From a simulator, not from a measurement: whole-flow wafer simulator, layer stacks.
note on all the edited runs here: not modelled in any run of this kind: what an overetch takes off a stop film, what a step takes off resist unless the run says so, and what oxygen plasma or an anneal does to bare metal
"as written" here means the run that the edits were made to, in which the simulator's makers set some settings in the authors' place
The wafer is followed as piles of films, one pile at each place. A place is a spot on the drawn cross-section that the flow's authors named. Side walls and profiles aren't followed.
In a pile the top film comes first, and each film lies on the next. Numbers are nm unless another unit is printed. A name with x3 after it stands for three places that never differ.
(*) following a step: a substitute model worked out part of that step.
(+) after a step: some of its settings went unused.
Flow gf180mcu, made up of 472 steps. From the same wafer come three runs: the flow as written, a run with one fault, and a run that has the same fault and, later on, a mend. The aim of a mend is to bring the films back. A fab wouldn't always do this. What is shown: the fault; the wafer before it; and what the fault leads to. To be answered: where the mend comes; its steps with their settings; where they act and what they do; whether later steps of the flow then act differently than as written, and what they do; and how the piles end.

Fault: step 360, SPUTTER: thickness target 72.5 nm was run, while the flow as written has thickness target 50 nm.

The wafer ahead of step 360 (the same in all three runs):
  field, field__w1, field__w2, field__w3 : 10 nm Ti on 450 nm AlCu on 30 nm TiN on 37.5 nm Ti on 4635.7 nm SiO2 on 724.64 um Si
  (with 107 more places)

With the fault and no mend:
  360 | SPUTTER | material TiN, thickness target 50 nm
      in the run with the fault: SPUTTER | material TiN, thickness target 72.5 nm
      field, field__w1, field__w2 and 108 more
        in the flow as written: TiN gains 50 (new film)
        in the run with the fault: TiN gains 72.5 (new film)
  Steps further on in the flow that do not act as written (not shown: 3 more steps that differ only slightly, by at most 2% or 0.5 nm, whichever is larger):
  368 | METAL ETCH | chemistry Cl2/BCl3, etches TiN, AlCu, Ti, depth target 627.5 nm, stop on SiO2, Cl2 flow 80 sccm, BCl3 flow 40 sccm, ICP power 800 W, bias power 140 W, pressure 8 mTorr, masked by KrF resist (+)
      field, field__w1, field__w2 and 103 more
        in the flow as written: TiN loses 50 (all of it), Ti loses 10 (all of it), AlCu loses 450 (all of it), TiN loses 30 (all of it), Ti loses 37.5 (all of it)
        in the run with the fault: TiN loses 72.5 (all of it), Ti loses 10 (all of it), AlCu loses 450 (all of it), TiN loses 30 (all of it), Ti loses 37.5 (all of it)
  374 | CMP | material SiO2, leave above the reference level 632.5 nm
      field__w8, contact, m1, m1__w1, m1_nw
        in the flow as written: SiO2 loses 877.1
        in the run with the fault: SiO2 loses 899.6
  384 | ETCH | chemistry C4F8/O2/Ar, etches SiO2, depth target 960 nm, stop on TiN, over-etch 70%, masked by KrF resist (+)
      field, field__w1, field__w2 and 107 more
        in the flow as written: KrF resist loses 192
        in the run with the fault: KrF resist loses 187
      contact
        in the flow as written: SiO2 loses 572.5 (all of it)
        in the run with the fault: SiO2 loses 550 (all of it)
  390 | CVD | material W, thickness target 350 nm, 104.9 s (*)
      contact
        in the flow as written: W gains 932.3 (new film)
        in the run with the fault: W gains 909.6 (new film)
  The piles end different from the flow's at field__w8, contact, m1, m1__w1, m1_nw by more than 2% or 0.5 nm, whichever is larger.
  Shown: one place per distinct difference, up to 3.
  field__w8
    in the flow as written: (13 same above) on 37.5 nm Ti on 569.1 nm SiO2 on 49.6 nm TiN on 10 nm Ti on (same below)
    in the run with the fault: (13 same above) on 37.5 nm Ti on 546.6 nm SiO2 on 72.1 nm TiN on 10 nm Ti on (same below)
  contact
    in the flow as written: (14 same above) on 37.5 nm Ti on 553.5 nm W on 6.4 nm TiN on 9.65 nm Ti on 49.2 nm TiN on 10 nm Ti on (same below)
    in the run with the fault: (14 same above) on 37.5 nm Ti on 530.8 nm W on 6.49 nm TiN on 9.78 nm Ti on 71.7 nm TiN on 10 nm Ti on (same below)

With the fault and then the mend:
  The mend follows step 367.
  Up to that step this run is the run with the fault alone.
  368 | METAL ETCH | chemistry Cl2/BCl3, etches TiN, AlCu, Ti, depth target 650 nm, stop on SiO2, Cl2 flow 80 sccm, BCl3 flow 40 sccm, ICP power 800 W, bias power 140 W, pressure 8 mTorr, masked by KrF resist (+) (the flow's step 368, where the flow has depth target 627.5 nm)
      field, field__w1, field__w2 and 103 more
        TiN loses 72.5 (all of it), Ti loses 10 (all of it), AlCu loses 450 (all of it), TiN loses 30 (all of it), Ti loses 37.5 (all of it)
      field__w8, contact, m1, m1__w1, m1_nw
        KrF resist loses 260
  Steps further on in the flow that do not act as written (not shown: 4 more steps that differ only slightly, by at most 2% or 0.5 nm, whichever is larger):
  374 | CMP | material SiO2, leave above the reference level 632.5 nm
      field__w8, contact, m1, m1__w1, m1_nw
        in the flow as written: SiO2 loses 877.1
        in the run with the mend: SiO2 loses 899.6
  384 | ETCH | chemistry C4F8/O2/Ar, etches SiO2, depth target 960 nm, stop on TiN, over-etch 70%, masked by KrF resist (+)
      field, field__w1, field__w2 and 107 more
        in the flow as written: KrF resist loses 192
        in the run with the mend: KrF resist loses 187
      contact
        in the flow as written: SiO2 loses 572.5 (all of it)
        in the run with the mend: SiO2 loses 550 (all of it)
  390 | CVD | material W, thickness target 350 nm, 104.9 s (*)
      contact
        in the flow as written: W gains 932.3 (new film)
        in the run with the mend: W gains 909.6 (new film)
  The piles end different from the flow's at field__w8, contact, m1, m1__w1, m1_nw by more than 2% or 0.5 nm, whichever is larger.
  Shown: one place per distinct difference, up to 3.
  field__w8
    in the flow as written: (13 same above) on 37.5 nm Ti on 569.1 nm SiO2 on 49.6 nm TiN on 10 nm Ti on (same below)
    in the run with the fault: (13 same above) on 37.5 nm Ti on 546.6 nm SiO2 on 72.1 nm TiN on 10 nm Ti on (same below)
    in the run with the mend: (13 same above) on 37.5 nm Ti on 546.6 nm SiO2 on 72.1 nm TiN on 10 nm Ti on (same below)
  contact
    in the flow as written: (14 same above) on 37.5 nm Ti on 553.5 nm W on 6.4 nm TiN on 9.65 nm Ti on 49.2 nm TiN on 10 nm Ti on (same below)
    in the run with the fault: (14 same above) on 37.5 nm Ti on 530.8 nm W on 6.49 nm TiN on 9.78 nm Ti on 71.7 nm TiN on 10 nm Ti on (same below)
    in the run with the mend: (14 same above) on 37.5 nm Ti on 530.8 nm W on 6.49 nm TiN on 9.78 nm Ti on 71.7 nm TiN on 10 nm Ti on (same below)
